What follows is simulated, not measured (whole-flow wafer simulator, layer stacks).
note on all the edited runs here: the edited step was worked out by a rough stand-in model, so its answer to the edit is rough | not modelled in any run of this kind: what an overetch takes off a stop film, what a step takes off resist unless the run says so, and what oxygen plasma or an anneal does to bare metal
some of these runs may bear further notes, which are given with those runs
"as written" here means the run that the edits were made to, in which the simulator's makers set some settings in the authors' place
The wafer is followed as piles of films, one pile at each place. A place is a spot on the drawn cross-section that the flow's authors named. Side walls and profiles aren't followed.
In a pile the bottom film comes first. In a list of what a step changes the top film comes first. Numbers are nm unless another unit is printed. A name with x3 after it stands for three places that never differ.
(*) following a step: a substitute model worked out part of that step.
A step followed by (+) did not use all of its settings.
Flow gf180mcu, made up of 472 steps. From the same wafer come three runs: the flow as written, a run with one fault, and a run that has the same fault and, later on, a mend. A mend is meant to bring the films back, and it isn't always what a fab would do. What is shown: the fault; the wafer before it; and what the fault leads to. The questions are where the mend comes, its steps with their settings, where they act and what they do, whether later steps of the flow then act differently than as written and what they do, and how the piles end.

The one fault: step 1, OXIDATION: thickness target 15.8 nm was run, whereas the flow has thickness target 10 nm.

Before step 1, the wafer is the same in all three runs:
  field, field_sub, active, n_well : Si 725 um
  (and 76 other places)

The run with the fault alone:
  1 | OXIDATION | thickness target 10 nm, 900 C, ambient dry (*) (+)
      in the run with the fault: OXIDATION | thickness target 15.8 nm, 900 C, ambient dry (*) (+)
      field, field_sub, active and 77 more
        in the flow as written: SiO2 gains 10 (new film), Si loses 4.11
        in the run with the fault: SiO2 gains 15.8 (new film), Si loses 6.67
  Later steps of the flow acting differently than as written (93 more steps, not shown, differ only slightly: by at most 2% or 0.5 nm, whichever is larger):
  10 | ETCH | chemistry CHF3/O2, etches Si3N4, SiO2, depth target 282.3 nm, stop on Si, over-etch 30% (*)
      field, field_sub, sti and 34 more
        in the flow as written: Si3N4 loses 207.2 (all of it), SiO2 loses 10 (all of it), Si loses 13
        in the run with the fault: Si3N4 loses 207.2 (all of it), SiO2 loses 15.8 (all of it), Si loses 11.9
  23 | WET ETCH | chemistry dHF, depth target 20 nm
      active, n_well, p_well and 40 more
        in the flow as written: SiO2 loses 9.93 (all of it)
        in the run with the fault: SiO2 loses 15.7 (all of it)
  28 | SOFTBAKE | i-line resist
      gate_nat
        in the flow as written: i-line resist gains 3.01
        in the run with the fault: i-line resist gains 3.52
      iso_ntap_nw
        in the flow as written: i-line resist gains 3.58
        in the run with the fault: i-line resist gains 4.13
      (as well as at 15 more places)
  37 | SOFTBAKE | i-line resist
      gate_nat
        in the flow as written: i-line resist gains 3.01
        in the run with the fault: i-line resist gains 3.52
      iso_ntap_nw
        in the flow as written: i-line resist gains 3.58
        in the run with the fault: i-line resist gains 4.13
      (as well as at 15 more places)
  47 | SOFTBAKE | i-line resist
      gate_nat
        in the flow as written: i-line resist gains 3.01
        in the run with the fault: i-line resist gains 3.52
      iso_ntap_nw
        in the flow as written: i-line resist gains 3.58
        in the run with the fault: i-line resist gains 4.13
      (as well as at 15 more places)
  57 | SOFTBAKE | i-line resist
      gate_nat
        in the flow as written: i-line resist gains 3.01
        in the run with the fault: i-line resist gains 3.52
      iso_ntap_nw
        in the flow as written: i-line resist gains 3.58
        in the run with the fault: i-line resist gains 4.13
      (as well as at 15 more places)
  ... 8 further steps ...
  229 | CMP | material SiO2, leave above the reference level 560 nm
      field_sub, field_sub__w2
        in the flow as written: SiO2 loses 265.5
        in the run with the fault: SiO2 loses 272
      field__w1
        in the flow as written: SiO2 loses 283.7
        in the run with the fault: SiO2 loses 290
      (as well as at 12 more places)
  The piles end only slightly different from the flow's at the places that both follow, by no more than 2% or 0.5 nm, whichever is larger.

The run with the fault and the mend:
  The mend stands after step 1.
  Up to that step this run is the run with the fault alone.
  1a | WET ETCH | chemistry dHF, depth target 5.8 nm, 25 C, dilution 100:1
      field, field_sub, active and 77 more
        SiO2 loses 5.8
  Every later step of the flow that is run acts as written at every place that is followed.
  The piles end only slightly different from the flow's at the places that both follow, by no more than 2% or 0.5 nm, whichever is larger.
